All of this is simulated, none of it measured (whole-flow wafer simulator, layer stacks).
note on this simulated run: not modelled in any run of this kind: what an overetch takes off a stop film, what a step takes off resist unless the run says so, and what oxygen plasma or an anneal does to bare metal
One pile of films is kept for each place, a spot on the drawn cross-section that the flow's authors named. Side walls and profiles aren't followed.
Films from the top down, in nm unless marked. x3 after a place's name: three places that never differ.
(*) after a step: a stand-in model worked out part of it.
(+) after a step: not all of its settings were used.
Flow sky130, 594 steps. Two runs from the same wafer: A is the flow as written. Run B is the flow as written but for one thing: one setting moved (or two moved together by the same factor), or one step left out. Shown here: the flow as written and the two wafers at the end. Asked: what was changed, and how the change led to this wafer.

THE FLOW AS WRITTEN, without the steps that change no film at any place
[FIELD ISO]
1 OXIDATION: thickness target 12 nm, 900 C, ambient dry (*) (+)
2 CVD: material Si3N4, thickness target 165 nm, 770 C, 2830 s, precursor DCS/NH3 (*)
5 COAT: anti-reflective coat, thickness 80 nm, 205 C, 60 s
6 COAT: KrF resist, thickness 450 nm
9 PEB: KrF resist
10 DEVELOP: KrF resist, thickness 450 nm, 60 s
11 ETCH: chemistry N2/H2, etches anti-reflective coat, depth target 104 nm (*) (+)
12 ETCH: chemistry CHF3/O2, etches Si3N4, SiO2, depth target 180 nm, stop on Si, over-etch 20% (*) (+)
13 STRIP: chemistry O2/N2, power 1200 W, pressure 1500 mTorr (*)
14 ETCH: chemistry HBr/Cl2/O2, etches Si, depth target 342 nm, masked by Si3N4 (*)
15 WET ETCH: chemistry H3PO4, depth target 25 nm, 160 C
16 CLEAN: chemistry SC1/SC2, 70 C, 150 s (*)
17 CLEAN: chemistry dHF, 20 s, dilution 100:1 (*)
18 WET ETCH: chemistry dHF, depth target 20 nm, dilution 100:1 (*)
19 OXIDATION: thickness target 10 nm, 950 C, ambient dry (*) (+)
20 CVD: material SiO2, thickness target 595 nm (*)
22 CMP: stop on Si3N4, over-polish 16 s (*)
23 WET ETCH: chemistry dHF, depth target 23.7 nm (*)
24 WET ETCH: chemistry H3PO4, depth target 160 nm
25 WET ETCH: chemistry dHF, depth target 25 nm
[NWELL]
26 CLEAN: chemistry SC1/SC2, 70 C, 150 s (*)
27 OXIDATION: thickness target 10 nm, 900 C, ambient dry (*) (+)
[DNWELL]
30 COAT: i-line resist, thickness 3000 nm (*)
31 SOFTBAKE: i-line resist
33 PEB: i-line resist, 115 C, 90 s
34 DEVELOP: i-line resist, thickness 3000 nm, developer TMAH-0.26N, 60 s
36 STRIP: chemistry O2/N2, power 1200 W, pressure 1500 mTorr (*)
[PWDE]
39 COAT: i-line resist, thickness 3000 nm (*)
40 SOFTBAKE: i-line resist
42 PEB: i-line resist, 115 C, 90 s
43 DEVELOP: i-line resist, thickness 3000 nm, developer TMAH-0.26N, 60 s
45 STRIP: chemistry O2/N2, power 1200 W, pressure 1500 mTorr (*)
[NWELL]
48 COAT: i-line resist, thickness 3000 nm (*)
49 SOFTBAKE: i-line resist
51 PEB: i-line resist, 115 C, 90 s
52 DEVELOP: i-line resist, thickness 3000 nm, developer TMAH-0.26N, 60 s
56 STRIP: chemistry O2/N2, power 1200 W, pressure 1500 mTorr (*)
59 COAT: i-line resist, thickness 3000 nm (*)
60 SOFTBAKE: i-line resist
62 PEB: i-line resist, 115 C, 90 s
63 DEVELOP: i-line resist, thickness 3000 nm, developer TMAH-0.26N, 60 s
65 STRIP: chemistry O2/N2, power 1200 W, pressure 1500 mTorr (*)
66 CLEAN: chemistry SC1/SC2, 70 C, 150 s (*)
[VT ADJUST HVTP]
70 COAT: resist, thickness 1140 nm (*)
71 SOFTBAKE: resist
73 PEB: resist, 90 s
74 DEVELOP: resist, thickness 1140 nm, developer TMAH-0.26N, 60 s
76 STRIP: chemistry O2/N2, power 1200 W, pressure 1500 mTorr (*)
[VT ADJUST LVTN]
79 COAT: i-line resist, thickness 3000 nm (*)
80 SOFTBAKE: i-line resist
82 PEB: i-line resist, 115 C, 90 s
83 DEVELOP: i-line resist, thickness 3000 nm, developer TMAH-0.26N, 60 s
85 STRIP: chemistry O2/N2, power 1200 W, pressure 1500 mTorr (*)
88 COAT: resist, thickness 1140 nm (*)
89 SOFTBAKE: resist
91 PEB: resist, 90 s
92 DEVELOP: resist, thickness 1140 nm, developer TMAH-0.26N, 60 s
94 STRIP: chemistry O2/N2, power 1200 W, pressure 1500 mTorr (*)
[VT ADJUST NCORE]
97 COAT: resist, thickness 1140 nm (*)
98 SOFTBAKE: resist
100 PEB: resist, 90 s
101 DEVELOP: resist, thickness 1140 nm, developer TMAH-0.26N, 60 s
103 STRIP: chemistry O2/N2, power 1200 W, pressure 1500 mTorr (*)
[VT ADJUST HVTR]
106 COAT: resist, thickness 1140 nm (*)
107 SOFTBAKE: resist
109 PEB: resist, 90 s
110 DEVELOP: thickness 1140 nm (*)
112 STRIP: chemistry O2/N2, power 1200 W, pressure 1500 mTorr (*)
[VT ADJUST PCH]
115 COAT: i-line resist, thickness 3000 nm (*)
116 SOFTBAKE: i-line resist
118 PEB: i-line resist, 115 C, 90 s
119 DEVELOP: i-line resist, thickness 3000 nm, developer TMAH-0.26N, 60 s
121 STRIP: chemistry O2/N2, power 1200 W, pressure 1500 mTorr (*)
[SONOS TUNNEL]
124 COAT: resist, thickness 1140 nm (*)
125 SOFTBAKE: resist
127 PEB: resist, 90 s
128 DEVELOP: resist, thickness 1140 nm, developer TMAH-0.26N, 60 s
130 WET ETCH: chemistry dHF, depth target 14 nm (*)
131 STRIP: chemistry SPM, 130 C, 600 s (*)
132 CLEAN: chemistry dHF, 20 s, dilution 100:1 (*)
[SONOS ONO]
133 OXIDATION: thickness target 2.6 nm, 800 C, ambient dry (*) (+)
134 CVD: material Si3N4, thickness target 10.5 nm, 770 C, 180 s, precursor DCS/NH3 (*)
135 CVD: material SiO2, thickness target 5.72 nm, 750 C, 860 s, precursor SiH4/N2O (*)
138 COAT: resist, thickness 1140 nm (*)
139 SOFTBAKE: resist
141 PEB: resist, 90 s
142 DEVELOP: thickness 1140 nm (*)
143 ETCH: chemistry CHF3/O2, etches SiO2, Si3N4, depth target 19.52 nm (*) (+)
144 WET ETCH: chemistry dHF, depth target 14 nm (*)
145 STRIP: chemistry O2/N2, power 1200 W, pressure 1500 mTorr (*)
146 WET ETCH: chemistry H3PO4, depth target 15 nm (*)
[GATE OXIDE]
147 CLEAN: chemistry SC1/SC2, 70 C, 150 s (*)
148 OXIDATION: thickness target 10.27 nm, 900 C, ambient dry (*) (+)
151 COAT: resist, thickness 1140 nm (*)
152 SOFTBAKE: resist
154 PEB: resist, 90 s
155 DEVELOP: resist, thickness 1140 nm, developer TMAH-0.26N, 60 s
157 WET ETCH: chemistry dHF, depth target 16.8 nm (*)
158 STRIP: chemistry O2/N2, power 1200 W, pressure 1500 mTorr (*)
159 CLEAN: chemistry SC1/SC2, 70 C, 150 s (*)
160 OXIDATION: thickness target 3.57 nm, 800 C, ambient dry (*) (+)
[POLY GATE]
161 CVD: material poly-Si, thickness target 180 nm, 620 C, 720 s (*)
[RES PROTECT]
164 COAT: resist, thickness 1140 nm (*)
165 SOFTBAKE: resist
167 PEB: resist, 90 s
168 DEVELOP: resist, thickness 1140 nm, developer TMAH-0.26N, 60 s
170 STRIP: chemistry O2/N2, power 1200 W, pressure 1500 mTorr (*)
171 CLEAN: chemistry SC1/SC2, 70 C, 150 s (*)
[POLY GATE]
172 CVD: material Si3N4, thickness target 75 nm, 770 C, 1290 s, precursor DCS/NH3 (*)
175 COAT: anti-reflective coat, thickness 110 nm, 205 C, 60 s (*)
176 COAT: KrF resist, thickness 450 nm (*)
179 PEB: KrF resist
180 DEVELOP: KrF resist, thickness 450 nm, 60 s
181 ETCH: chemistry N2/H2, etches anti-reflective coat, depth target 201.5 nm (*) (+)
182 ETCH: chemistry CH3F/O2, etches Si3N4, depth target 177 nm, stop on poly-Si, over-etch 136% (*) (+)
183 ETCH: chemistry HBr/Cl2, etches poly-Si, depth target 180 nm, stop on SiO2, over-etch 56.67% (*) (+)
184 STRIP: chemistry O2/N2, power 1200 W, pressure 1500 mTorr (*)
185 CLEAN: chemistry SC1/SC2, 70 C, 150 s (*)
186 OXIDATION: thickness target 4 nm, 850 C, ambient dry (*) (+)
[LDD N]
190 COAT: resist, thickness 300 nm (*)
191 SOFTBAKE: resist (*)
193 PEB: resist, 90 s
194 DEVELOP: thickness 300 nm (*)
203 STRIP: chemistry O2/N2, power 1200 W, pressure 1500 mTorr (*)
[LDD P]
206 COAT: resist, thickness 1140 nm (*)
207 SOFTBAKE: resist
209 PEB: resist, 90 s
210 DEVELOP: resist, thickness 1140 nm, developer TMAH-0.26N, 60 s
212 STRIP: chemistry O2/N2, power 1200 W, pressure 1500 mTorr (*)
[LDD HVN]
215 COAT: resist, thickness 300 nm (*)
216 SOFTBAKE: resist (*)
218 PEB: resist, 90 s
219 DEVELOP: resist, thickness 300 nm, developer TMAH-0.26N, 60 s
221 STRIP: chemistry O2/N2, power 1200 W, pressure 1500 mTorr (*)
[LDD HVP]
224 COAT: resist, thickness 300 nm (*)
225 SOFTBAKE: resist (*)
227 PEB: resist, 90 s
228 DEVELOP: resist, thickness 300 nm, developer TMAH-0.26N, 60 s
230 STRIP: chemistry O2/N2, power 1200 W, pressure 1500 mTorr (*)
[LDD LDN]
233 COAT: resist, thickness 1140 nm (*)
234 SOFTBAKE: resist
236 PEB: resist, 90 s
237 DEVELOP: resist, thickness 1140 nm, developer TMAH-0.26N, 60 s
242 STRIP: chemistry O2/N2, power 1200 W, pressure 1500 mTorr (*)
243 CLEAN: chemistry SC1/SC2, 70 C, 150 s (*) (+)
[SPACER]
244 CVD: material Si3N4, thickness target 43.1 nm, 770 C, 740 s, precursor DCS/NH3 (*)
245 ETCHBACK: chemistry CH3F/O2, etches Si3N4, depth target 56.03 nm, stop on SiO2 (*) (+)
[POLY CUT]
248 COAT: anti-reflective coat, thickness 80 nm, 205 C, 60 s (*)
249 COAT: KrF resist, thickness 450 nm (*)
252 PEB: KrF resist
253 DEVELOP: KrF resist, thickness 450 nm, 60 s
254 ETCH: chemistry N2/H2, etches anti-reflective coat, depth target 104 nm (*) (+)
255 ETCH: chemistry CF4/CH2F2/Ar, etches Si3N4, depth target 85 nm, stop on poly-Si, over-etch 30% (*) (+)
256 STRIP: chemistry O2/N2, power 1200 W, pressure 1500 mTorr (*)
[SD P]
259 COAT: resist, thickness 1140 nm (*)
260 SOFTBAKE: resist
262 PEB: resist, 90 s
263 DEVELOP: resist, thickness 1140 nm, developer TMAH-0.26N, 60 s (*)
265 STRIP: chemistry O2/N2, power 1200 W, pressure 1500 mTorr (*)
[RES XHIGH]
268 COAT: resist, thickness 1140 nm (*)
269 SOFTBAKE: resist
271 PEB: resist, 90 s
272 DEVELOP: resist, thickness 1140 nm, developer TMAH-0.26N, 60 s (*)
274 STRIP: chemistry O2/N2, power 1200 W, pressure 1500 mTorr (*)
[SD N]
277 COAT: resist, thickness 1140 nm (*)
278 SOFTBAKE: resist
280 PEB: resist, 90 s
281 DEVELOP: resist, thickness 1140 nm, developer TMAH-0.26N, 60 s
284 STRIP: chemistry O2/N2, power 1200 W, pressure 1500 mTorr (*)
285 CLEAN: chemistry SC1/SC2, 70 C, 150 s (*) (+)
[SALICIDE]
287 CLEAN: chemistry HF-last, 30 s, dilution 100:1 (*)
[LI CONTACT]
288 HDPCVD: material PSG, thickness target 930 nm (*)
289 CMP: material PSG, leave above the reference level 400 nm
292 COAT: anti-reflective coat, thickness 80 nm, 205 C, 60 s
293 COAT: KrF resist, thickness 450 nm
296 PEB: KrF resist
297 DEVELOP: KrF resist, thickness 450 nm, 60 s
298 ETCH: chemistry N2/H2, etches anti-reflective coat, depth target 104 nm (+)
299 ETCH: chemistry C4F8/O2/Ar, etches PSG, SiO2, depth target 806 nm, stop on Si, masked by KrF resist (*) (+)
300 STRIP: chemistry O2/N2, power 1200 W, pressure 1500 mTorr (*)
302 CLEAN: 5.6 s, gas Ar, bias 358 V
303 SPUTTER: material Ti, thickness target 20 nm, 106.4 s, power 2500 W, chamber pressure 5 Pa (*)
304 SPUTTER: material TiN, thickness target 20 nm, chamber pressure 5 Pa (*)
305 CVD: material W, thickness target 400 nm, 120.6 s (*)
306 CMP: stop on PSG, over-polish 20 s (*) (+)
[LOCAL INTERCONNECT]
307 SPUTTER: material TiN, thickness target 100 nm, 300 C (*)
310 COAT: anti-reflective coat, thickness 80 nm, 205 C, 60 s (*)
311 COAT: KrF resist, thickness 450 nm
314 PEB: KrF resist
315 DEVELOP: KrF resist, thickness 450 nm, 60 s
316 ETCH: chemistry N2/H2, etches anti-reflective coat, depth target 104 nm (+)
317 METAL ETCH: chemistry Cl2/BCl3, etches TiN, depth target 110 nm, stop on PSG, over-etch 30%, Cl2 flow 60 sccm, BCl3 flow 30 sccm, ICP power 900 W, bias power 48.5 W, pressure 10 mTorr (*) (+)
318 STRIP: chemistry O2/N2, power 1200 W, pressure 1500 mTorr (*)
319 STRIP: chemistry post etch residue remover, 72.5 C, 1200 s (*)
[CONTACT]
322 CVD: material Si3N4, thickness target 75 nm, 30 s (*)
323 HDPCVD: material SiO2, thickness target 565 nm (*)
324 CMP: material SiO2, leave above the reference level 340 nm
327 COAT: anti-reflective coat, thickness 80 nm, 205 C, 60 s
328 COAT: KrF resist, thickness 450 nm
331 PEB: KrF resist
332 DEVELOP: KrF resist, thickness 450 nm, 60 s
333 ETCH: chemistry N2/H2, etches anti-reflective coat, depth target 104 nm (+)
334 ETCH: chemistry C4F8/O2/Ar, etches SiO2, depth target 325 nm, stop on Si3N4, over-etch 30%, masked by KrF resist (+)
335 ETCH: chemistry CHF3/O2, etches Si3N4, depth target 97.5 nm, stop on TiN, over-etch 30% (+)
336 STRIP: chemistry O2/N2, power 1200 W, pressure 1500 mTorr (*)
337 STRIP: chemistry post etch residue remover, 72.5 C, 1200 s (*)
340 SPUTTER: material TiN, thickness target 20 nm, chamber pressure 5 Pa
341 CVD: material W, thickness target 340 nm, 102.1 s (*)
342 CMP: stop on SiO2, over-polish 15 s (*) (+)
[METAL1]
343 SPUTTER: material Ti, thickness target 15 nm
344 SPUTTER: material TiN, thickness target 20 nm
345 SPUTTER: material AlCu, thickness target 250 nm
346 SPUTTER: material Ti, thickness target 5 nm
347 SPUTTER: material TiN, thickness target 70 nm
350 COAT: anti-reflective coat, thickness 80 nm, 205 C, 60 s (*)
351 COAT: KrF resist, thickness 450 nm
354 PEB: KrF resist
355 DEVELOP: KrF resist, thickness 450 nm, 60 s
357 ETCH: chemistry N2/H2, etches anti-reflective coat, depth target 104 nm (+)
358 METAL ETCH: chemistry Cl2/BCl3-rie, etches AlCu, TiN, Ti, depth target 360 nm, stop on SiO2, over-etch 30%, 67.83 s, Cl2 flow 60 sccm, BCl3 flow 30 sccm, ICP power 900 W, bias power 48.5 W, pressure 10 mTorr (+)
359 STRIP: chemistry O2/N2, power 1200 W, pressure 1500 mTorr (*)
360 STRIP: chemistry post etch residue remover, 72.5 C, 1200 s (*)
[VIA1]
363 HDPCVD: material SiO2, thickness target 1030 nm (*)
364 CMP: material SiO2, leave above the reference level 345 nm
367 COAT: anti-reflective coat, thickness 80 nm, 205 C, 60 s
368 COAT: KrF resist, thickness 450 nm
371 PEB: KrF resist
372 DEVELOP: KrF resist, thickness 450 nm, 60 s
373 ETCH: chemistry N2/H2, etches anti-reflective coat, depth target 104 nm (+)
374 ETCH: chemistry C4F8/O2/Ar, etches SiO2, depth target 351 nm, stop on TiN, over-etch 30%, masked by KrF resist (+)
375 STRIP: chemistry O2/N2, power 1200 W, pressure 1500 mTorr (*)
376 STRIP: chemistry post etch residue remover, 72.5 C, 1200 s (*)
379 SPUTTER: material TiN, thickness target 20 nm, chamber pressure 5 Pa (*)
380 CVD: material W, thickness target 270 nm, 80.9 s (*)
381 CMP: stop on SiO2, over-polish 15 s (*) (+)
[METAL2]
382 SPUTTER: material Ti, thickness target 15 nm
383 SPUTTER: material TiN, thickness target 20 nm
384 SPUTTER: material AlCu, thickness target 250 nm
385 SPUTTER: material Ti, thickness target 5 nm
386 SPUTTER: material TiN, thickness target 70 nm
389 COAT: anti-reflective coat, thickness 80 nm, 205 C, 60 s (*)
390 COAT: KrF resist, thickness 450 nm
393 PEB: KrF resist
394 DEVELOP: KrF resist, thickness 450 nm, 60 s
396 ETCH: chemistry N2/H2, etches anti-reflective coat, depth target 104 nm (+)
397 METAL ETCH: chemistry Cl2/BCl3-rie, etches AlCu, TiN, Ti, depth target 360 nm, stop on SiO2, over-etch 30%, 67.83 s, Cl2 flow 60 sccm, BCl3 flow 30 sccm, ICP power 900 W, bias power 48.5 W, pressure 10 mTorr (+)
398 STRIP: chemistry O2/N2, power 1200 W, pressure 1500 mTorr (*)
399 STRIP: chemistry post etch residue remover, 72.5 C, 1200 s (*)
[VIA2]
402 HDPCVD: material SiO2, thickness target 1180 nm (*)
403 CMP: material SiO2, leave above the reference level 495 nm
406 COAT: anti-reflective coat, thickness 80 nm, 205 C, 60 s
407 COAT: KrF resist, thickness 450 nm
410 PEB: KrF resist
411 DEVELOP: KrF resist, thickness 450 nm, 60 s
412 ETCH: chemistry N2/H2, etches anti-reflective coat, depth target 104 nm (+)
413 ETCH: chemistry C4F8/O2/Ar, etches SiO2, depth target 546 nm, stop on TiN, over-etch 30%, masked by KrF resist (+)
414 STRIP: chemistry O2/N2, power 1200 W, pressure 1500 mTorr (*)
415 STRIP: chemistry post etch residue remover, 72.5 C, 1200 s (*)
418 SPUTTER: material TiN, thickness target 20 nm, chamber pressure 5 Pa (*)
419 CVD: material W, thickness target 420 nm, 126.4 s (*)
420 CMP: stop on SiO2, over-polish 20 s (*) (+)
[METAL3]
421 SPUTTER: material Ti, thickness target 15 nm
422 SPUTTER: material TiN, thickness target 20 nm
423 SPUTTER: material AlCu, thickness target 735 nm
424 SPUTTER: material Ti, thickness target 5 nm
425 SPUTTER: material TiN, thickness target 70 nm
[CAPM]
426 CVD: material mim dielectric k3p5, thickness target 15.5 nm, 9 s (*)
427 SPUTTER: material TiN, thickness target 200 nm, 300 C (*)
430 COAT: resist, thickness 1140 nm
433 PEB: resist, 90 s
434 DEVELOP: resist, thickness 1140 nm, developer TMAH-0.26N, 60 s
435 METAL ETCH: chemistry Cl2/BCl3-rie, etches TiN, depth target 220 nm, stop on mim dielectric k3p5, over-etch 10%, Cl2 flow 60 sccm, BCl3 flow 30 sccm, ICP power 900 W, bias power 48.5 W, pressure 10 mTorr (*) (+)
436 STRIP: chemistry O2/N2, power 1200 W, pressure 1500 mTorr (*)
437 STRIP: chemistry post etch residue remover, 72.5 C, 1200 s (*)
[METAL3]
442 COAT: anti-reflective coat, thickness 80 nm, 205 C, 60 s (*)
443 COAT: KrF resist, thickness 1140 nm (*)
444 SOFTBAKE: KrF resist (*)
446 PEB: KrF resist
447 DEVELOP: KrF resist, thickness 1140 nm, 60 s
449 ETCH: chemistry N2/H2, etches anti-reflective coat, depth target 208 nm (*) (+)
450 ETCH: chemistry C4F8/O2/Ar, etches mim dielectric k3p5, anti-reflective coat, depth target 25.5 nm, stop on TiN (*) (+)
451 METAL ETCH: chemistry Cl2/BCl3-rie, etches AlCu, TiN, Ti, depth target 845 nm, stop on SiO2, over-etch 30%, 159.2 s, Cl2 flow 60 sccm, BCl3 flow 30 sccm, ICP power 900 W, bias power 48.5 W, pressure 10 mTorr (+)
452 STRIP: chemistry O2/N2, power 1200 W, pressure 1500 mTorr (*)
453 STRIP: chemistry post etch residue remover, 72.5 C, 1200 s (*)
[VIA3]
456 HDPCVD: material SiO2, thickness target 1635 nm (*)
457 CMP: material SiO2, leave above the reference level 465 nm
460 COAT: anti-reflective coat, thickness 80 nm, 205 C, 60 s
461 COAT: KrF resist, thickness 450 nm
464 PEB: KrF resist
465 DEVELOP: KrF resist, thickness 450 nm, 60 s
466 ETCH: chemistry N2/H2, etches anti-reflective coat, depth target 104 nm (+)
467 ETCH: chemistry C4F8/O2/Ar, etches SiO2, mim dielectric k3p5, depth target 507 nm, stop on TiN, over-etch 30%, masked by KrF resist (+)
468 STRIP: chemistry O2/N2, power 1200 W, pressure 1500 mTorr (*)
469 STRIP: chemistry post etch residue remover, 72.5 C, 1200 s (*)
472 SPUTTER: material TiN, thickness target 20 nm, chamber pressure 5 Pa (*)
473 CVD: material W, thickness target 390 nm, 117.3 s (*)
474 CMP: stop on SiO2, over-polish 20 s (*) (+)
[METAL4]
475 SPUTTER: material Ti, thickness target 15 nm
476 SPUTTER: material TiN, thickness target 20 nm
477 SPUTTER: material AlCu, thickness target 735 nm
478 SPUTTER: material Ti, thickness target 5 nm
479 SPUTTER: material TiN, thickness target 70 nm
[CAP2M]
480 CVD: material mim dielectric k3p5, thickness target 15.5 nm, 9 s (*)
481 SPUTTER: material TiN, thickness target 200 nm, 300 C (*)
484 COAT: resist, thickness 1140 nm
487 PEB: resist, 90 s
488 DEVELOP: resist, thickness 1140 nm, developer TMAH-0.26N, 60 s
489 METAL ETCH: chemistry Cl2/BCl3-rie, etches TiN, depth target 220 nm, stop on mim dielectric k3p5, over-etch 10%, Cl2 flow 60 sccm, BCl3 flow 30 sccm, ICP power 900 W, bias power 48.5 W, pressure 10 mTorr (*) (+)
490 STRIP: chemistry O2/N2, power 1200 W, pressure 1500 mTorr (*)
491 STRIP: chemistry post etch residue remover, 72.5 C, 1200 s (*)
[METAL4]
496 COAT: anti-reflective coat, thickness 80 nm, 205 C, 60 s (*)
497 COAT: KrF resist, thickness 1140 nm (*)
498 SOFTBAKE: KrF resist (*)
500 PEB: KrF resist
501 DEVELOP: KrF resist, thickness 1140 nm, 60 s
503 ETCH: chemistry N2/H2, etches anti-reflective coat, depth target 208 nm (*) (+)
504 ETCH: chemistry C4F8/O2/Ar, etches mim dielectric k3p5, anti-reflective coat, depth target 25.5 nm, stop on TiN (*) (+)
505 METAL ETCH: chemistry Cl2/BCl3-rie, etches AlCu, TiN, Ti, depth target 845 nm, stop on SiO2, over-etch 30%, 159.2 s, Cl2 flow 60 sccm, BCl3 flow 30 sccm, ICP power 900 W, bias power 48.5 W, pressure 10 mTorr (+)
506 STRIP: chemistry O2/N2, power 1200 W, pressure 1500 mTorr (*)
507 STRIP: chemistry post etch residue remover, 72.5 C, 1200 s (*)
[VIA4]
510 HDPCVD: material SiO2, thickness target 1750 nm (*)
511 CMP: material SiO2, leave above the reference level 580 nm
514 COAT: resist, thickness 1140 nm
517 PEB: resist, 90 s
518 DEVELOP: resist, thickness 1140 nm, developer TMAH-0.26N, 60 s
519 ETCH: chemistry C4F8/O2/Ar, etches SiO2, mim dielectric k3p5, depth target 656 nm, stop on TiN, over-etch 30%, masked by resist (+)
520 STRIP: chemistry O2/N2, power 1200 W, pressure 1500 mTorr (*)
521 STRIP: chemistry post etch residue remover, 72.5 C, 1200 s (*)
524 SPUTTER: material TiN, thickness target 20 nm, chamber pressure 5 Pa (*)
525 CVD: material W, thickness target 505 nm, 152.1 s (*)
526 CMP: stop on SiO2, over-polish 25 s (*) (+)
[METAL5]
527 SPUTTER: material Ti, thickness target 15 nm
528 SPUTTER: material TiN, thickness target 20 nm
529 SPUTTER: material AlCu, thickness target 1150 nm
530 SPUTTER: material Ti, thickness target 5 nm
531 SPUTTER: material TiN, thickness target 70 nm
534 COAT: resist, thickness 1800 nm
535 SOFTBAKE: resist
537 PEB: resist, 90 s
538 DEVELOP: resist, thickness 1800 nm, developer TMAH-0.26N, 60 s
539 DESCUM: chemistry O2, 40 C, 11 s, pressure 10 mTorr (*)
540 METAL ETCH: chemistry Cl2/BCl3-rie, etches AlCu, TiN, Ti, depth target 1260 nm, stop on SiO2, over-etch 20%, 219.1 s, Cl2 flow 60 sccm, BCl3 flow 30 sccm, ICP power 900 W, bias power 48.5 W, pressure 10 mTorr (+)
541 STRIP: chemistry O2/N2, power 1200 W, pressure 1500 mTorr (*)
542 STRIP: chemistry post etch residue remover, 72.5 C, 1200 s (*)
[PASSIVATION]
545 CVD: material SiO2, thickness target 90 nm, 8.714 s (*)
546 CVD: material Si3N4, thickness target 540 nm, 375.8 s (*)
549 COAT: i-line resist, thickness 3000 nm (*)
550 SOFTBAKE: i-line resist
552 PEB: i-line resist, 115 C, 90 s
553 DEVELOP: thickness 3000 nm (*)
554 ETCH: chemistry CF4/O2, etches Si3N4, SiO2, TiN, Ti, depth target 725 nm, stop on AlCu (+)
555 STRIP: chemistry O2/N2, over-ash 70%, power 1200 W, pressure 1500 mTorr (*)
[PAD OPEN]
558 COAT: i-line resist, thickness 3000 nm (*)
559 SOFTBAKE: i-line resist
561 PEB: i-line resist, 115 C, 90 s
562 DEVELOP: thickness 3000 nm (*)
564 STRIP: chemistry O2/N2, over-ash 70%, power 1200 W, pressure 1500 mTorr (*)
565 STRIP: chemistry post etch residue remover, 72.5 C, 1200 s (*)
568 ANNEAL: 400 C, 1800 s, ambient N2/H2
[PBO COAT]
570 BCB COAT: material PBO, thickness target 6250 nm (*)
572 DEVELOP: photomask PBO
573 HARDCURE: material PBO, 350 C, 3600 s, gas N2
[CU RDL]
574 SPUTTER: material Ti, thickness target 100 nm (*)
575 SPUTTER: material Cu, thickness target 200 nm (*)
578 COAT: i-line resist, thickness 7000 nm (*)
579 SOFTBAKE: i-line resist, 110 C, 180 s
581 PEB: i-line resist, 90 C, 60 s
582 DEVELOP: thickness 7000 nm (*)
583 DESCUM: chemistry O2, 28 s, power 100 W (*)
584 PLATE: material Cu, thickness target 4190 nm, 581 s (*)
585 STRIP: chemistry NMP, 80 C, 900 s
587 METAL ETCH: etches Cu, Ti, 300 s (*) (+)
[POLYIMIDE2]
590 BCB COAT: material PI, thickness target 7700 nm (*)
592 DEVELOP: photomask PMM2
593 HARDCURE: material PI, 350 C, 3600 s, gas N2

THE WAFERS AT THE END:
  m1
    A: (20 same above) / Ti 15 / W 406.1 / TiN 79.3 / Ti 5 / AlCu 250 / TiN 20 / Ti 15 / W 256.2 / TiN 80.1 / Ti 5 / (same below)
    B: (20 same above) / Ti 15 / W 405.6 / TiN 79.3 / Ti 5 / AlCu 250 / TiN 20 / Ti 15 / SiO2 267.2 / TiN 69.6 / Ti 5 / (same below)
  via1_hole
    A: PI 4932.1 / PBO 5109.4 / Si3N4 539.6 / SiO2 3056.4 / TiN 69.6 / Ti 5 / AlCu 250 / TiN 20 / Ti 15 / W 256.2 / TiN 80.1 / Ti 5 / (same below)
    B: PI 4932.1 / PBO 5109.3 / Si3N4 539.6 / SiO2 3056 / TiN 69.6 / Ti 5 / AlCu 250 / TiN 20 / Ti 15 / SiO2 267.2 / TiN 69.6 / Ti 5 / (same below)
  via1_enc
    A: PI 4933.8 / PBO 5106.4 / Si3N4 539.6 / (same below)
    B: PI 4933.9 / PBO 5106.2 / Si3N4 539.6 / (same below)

The cause: step 374, ETCH: chemistry C4F8/O2/Ar, etches SiO2, depth target 351 nm, stop on TiN, over-etch 30%, masked by KrF resist (+), was left out.

How the change led to this, step by step:
  375 STRIP: chemistry O2/N2, power 1200 W, pressure 1500 mTorr (*)
      field, active, n_well and 186 more: A KrF resist -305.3 (all of it), anti-reflective coat -80 (all of it) | B KrF resist -375.4 (all of it), anti-reflective coat -80 (all of it)
  379 SPUTTER: material TiN, thickness target 20 nm, chamber pressure 5 Pa (*)
      m1: A TiN +11 | B TiN +20 (new film)
      via1_hole: A TiN +10.9 | B TiN +20 (new film)
  380 CVD: material W, thickness target 270 nm, 80.9 s (*)
      m1, via1_hole: A W +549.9 (new film) | B W +270 (new film)
  381 CMP: stop on SiO2, over-polish 15 s (*) (+)
      m1, via1_hole: A W -293.6 | B W -270 (all of it), TiN -20 (all of it), SiO2 -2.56
Counting metal films that touch as one body, m1 has 3 bodies (between them, from the top down: SiO2 267.2; SiO2 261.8 / Si3N4 75); the flow as written gives 2 bodies (between them, from the top down: SiO2 261.8 / Si3N4 75).
Counting metal films that touch as one body, via1_hole has 2 bodies (between them, from the top down: SiO2 267.2); the flow as written gives 1 body.
